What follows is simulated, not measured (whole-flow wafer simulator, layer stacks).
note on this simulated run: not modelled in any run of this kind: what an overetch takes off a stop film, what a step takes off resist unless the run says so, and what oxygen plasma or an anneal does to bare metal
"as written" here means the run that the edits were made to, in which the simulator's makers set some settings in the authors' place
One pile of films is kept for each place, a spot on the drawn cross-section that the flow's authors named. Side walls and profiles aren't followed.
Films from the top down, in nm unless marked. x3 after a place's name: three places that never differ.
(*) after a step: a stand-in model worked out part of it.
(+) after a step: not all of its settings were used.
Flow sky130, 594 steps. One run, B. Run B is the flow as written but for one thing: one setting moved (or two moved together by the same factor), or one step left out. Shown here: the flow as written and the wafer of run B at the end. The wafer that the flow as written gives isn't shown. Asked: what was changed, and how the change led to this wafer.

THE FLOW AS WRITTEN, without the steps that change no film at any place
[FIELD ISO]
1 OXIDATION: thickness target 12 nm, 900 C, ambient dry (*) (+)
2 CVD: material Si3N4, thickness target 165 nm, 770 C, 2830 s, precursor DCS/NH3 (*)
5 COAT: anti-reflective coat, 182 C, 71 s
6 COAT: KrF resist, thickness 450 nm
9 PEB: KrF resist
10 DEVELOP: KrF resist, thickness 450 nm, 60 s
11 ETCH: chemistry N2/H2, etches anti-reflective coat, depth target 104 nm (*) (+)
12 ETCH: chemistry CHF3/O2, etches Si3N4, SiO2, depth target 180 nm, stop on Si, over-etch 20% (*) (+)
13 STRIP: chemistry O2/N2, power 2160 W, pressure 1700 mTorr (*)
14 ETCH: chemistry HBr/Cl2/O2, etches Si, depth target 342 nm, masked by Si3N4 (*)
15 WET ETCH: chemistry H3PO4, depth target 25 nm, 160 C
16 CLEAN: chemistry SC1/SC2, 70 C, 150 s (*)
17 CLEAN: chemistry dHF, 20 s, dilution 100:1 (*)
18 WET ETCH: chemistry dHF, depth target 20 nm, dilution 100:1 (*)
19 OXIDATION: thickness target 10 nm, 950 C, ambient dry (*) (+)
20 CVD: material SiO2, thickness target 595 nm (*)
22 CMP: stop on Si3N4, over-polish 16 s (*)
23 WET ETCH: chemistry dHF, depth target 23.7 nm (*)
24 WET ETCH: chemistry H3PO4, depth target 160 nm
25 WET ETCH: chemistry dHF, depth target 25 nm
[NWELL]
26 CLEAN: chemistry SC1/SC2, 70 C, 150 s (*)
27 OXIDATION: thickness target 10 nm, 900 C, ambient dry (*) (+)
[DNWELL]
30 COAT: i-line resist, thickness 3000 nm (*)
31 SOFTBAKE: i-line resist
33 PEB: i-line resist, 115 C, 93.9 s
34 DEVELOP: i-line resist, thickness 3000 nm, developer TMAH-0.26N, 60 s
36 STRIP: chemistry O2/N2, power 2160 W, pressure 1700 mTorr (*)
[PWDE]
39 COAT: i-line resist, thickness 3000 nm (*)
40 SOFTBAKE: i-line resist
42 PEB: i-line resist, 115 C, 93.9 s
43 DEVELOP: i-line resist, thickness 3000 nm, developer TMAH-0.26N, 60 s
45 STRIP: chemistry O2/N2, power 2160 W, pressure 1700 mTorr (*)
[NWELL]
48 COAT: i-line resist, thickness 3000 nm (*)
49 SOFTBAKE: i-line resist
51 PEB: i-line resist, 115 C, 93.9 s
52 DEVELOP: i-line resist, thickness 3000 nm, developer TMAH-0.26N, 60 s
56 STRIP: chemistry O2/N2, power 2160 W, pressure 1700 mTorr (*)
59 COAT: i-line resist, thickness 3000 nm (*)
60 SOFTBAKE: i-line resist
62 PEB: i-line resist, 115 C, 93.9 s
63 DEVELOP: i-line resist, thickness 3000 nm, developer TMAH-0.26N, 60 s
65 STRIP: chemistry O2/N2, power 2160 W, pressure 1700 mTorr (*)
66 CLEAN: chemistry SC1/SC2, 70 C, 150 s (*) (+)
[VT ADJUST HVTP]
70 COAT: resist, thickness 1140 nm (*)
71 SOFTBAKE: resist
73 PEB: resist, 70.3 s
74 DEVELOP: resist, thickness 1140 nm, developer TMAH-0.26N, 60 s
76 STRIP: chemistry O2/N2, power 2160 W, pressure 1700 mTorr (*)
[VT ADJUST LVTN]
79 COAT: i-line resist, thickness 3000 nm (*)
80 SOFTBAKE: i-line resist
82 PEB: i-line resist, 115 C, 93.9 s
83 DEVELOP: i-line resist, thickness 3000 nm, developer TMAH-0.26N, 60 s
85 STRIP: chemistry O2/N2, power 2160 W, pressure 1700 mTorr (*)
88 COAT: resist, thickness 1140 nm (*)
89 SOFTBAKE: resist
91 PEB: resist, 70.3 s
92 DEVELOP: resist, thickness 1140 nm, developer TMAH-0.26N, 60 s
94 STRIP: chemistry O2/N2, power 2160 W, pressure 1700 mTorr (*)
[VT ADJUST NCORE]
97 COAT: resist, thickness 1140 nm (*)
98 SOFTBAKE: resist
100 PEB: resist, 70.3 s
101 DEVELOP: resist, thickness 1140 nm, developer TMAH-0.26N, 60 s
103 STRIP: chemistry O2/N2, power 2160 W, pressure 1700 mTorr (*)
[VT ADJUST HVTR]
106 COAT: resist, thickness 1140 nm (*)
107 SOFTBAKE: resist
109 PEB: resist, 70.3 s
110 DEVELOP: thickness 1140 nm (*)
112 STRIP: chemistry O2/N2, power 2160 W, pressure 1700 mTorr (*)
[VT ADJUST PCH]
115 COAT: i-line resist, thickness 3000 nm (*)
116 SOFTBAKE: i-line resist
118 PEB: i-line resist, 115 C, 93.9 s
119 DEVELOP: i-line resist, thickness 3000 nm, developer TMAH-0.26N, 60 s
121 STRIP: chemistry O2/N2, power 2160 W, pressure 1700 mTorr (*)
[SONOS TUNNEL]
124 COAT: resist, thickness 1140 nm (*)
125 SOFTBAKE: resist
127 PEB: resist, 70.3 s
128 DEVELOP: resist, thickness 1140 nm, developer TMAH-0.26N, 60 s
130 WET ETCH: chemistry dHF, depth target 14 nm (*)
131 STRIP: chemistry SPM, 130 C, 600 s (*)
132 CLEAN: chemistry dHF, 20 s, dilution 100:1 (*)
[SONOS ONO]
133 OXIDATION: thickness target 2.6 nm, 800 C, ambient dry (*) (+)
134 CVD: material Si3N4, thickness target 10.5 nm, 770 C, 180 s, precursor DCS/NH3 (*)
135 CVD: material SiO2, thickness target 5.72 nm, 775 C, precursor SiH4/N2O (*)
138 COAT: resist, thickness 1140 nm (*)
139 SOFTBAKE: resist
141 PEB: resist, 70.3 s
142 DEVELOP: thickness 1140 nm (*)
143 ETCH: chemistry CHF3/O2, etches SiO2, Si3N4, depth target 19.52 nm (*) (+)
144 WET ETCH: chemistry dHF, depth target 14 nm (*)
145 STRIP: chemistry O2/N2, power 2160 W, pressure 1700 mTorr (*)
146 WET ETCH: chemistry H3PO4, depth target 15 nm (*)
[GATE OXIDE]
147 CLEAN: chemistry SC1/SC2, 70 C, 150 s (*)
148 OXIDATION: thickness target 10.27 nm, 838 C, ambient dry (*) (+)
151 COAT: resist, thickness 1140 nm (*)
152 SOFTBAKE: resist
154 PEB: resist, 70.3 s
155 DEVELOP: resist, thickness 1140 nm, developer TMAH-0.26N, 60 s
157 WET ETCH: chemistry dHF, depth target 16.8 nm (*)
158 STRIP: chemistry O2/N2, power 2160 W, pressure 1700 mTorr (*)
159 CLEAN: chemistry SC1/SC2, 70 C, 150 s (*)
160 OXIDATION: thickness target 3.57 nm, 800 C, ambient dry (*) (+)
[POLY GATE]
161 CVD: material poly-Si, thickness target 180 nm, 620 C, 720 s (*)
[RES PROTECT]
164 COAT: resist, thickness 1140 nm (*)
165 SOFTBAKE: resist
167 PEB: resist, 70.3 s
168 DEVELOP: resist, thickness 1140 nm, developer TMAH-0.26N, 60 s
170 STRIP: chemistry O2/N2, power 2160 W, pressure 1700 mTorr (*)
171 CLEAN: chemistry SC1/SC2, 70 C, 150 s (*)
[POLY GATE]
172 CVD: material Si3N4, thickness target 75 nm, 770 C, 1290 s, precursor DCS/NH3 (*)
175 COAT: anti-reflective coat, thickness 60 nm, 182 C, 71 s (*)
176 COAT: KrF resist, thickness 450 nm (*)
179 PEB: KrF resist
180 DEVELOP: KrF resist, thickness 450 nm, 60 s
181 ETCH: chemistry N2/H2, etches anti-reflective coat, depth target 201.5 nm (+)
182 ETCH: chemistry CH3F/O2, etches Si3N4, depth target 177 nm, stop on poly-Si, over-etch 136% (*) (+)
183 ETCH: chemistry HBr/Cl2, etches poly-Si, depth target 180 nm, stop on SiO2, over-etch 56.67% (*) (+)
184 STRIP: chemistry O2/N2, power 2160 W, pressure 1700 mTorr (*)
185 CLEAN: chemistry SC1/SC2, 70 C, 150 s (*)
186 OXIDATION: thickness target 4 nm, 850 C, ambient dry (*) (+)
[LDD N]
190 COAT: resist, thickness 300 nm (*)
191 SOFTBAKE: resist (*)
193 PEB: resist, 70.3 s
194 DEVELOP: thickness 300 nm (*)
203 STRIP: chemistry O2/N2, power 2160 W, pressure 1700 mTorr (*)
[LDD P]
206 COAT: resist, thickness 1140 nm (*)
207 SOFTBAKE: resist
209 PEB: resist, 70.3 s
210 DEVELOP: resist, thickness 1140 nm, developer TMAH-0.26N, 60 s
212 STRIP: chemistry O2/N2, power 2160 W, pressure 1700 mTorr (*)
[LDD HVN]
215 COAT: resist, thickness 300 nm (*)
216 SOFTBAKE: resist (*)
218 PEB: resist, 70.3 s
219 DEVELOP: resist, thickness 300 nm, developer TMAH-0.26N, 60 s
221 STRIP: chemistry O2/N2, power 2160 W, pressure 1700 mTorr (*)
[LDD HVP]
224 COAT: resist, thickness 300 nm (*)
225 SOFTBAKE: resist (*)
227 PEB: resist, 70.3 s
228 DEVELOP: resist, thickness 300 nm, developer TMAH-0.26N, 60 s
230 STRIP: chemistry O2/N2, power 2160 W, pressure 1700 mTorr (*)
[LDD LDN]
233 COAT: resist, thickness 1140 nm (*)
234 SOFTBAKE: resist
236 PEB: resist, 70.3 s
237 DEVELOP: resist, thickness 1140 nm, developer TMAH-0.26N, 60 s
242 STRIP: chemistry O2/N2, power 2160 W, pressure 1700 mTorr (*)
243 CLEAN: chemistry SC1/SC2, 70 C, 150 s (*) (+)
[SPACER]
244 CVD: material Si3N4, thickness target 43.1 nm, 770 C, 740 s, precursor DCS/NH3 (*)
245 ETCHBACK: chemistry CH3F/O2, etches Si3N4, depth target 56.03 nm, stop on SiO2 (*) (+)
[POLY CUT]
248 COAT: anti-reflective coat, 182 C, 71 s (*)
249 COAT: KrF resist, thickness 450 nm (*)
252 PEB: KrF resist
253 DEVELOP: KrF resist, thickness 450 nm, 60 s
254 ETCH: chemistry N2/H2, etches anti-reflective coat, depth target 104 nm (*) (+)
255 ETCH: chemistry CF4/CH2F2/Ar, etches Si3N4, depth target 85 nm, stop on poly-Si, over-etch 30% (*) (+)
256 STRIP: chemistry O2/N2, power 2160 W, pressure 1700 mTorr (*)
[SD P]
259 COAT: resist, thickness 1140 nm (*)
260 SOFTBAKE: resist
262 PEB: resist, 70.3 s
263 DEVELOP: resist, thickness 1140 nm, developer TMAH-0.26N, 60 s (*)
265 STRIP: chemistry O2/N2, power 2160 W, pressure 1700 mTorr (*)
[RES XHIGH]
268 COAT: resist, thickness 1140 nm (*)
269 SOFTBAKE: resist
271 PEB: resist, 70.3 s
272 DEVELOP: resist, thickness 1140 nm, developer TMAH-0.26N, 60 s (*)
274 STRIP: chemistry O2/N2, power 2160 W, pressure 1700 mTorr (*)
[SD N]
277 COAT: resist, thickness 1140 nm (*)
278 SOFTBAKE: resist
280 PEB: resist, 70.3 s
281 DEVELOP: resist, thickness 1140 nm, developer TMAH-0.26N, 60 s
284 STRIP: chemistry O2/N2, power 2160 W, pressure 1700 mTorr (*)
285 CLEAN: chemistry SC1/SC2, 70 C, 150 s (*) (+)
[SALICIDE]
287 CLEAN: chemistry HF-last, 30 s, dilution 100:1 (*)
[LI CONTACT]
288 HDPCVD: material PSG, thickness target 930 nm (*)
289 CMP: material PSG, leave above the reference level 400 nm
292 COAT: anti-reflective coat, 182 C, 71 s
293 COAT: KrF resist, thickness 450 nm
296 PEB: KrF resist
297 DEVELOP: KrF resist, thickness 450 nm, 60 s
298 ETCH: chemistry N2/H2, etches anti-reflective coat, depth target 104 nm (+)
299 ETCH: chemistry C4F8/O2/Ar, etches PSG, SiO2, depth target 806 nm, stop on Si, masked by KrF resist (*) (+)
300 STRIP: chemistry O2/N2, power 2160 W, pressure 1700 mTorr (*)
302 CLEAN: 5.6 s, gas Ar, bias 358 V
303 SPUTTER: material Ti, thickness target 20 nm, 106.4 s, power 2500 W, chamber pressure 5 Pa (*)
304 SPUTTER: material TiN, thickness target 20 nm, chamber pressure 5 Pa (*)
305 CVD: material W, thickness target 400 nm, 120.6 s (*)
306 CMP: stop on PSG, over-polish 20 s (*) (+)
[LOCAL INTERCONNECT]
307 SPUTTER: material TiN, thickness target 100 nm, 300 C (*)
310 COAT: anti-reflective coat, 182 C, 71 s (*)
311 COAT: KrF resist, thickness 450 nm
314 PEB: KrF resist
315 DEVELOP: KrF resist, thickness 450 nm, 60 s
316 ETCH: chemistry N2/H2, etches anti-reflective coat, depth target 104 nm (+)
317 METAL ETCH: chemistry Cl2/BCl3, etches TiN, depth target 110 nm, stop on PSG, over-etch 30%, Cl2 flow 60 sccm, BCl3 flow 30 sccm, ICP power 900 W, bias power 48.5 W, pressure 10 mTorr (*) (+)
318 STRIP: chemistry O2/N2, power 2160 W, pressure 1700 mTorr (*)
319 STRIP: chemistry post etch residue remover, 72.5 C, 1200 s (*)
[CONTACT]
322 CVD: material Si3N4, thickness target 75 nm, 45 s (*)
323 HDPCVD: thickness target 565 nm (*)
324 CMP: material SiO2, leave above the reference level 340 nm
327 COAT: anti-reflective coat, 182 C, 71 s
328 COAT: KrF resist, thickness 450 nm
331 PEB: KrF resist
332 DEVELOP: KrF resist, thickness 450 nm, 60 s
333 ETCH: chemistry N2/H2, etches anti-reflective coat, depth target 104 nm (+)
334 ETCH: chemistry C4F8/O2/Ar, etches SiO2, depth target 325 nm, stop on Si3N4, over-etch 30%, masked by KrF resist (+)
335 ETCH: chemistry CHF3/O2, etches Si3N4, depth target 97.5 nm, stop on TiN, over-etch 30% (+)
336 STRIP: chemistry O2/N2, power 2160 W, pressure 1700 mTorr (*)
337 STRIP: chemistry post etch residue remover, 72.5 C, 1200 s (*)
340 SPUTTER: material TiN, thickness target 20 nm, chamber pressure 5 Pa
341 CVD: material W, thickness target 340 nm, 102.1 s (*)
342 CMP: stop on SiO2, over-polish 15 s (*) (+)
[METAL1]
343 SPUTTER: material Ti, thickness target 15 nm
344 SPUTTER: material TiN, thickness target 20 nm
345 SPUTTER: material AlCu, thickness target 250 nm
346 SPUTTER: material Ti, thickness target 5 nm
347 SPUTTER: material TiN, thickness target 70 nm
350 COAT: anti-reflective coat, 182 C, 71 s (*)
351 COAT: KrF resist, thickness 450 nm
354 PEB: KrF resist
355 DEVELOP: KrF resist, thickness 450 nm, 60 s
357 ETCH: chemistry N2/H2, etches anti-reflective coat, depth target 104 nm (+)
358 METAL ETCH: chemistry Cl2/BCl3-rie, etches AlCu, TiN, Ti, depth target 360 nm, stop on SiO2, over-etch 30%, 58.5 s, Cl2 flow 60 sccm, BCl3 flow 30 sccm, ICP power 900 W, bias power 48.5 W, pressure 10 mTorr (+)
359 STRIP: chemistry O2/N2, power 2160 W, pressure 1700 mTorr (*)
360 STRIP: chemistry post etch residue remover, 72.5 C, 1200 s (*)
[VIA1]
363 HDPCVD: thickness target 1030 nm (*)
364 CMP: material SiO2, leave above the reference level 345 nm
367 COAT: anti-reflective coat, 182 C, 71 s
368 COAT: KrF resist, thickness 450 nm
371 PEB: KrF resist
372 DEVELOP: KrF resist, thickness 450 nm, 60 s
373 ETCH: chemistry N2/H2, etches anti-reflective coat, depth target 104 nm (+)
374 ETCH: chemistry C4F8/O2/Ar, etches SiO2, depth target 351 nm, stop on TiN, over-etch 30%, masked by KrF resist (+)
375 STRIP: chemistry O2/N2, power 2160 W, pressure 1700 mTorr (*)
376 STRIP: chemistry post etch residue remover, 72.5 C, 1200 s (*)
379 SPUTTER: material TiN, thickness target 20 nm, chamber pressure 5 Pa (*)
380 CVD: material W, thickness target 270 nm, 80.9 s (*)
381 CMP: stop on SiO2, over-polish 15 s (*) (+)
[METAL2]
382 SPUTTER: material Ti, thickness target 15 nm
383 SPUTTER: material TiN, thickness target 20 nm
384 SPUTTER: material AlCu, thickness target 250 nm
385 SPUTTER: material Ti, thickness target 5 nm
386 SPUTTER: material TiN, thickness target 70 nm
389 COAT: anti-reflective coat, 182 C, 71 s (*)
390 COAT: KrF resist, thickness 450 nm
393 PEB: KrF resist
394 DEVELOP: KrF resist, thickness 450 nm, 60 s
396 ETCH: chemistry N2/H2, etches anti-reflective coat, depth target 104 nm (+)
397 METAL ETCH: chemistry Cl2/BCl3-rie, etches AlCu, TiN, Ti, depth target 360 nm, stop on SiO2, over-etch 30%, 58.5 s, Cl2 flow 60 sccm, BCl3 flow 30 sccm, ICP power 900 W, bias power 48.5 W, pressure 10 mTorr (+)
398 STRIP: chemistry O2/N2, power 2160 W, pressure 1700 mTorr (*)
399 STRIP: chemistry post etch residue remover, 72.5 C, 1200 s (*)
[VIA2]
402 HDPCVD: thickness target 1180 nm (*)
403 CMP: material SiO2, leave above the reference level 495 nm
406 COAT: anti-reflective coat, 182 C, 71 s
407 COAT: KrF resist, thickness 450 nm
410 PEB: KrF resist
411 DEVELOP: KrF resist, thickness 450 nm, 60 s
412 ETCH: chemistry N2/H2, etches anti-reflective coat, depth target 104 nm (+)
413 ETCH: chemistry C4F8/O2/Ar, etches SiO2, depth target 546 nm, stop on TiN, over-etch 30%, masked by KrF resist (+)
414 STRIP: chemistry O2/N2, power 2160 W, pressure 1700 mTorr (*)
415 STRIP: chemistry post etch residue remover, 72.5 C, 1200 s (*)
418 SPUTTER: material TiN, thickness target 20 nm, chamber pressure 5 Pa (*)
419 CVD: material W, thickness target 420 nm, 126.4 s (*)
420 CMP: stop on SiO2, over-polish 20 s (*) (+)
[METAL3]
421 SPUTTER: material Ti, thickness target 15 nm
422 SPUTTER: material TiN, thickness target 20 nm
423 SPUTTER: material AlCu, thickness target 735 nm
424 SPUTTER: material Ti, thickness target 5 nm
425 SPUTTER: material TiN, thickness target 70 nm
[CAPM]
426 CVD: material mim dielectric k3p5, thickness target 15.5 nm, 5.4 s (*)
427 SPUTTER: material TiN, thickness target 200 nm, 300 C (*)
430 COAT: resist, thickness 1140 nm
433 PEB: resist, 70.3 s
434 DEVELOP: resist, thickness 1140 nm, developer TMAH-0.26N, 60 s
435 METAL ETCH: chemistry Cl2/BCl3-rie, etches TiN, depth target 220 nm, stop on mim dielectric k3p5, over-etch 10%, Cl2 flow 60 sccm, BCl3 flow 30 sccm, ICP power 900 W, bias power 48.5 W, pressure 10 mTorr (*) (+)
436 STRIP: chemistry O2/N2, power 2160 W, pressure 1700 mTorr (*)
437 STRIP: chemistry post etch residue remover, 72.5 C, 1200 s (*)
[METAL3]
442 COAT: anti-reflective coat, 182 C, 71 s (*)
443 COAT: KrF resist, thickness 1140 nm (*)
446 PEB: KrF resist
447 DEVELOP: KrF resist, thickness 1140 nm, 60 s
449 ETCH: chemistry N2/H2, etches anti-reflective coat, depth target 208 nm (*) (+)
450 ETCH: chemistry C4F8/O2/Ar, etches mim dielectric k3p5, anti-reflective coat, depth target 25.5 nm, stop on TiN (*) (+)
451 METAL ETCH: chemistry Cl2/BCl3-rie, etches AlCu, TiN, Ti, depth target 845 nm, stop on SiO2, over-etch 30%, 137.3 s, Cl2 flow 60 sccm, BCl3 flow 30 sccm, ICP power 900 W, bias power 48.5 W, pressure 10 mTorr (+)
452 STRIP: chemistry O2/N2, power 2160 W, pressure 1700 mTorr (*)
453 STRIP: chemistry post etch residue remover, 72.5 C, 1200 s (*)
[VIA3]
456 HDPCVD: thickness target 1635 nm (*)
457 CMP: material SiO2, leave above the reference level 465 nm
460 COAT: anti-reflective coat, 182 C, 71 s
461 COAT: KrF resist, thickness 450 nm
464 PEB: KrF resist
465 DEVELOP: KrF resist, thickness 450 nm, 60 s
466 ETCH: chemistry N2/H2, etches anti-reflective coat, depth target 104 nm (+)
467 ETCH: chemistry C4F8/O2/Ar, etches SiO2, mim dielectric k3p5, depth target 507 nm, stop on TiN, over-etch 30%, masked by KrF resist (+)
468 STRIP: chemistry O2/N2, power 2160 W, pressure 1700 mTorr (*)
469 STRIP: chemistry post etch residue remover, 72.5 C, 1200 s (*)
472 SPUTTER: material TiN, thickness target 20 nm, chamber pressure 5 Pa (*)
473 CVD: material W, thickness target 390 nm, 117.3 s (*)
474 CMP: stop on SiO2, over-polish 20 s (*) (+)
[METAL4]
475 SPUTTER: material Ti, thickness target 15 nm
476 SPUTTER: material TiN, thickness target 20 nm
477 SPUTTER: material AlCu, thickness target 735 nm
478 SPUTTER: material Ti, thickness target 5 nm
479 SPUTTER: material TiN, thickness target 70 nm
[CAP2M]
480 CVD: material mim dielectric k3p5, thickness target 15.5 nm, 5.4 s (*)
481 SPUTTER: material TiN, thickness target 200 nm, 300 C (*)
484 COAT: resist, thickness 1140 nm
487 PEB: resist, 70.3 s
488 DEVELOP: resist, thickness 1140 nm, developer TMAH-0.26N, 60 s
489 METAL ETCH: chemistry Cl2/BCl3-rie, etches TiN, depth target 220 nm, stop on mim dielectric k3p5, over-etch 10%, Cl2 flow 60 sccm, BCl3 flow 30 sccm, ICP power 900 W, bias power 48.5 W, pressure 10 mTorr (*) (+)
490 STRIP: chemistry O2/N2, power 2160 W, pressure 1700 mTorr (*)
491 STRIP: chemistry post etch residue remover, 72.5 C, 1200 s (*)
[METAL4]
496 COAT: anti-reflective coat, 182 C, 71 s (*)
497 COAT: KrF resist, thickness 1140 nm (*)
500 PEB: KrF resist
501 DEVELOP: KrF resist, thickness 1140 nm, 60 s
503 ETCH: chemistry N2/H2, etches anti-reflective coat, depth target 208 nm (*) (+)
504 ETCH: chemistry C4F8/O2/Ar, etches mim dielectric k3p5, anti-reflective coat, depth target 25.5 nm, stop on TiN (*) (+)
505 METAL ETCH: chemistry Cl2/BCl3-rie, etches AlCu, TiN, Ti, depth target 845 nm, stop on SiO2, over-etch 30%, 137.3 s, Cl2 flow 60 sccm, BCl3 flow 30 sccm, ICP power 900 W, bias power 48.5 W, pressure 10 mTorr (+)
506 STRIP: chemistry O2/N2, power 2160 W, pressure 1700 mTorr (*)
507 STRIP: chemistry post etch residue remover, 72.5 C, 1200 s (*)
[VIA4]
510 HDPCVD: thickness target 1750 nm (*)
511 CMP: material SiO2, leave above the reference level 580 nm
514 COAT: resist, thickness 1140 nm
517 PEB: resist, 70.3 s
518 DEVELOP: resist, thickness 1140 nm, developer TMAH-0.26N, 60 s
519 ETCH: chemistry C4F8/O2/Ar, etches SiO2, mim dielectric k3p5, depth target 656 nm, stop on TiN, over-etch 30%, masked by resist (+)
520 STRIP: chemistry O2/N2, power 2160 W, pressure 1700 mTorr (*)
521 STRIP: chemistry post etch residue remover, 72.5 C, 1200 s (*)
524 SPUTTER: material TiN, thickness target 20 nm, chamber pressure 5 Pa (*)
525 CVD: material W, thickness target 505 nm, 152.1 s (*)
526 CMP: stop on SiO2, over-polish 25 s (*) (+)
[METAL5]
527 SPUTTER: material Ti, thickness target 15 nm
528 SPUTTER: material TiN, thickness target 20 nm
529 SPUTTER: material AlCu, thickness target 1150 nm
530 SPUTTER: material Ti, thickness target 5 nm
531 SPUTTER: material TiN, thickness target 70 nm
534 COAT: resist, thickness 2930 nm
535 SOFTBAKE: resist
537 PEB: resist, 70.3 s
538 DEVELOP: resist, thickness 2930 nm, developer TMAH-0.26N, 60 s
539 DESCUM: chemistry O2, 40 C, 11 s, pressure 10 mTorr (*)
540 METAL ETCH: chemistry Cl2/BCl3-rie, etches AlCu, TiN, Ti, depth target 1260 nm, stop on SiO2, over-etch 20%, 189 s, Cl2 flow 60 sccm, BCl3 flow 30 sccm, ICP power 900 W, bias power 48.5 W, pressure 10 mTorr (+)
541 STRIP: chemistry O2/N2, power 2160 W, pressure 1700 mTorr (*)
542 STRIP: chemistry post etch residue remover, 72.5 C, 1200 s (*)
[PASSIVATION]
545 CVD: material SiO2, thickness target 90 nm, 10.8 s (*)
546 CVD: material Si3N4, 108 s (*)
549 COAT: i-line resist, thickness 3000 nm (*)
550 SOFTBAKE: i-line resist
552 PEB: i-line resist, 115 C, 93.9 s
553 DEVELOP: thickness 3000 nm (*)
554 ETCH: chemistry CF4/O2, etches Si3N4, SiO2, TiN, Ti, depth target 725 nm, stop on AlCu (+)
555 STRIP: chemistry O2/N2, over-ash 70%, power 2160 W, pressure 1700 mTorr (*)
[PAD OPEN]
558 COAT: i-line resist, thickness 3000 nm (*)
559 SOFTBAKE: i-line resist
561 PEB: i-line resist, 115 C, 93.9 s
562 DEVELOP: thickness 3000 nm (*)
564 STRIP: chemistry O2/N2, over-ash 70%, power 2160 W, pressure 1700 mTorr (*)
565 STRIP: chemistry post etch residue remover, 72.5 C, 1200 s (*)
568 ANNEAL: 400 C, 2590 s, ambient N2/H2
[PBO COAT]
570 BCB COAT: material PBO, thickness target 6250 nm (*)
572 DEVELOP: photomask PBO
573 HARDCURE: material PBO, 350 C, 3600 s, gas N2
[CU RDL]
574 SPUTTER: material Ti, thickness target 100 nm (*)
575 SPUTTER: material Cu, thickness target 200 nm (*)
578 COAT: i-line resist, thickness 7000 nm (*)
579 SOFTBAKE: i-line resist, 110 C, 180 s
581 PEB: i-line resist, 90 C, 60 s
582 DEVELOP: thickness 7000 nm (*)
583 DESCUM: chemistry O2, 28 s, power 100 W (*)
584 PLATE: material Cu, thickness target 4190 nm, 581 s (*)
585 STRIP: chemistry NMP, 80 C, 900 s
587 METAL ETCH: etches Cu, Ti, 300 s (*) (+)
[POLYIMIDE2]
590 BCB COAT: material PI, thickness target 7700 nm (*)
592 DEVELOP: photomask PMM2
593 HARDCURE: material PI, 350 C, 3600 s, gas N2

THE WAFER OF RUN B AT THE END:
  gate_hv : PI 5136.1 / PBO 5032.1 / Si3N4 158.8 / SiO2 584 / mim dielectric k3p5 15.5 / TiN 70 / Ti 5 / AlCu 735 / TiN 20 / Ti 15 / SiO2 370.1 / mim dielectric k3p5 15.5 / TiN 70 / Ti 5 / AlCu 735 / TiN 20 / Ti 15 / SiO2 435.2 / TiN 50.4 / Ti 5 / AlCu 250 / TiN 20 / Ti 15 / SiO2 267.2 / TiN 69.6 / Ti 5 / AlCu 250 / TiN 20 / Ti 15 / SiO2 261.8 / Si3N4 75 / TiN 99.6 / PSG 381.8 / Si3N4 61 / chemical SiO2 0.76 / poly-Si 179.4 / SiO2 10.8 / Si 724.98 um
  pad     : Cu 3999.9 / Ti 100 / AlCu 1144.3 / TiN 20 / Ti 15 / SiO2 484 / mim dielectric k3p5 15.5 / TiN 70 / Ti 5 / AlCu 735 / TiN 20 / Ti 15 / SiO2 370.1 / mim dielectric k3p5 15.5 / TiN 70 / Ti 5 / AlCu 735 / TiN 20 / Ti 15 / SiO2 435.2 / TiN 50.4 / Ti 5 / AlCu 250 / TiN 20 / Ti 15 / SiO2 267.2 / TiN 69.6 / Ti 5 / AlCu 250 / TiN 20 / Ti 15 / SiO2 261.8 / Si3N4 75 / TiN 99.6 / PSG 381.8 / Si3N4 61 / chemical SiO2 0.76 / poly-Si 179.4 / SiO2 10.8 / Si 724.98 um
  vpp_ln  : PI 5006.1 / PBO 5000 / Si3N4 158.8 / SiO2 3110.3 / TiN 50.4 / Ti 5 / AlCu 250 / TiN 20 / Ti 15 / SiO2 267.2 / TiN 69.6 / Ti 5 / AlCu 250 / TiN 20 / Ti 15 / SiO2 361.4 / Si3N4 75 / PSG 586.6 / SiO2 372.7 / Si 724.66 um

The cause: step 386, SPUTTER: thickness target 50.8 nm was run, where the flow has thickness target 70 nm.

How the change led to this, step by step:
  386 SPUTTER: material TiN, thickness target 70 nm
      field, active, n_well and 188 more: TiN +50.8 (new film) (as written it would be: TiN +70 (new film))
  397 METAL ETCH: chemistry Cl2/BCl3-rie, etches AlCu, TiN, Ti, depth target 360 nm, stop on SiO2, over-etch 30%, 58.5 s, Cl2 flow 60 sccm, BCl3 flow 30 sccm, ICP power 900 W, bias power 48.5 W, pressure 10 mTorr (+)
      field, active, gate and 82 more: TiN -49.5 (all of it), Ti -5 (all of it), AlCu -250 (all of it), TiN -20 (all of it), Ti -15 (all of it), SiO2 -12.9 (as written it would be: TiN -68.7 (all of it), Ti -5 (all of it), AlCu -250 (all of it), TiN -20 (all of it), Ti -15 (all of it), SiO2 -10.9)
  403 CMP: material SiO2, leave above the reference level 495 nm
      n_well, p_well, gate_hv and 101 more: SiO2 -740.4 (as written it would be: SiO2 -759.6)
      m1, via1_hole: SiO2 -739.9 (as written it would be: SiO2 -759.1)
  413 ETCH: chemistry C4F8/O2/Ar, etches SiO2, depth target 546 nm, stop on TiN, over-etch 30%, masked by KrF resist (+)
      m1: SiO2 -439.5 (all of it) (as written it would be: SiO2 -420.3 (all of it))
      via2_hole: SiO2 -439 (all of it) (as written it would be: SiO2 -419.8 (all of it))
  419 CVD: material W, thickness target 420 nm, 126.4 s (*)
      m1: W +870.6 (new film) (as written it would be: W +851.1 (new film))
      via2_hole: W +870.1 (new film) (as written it would be: W +850.7 (new film))
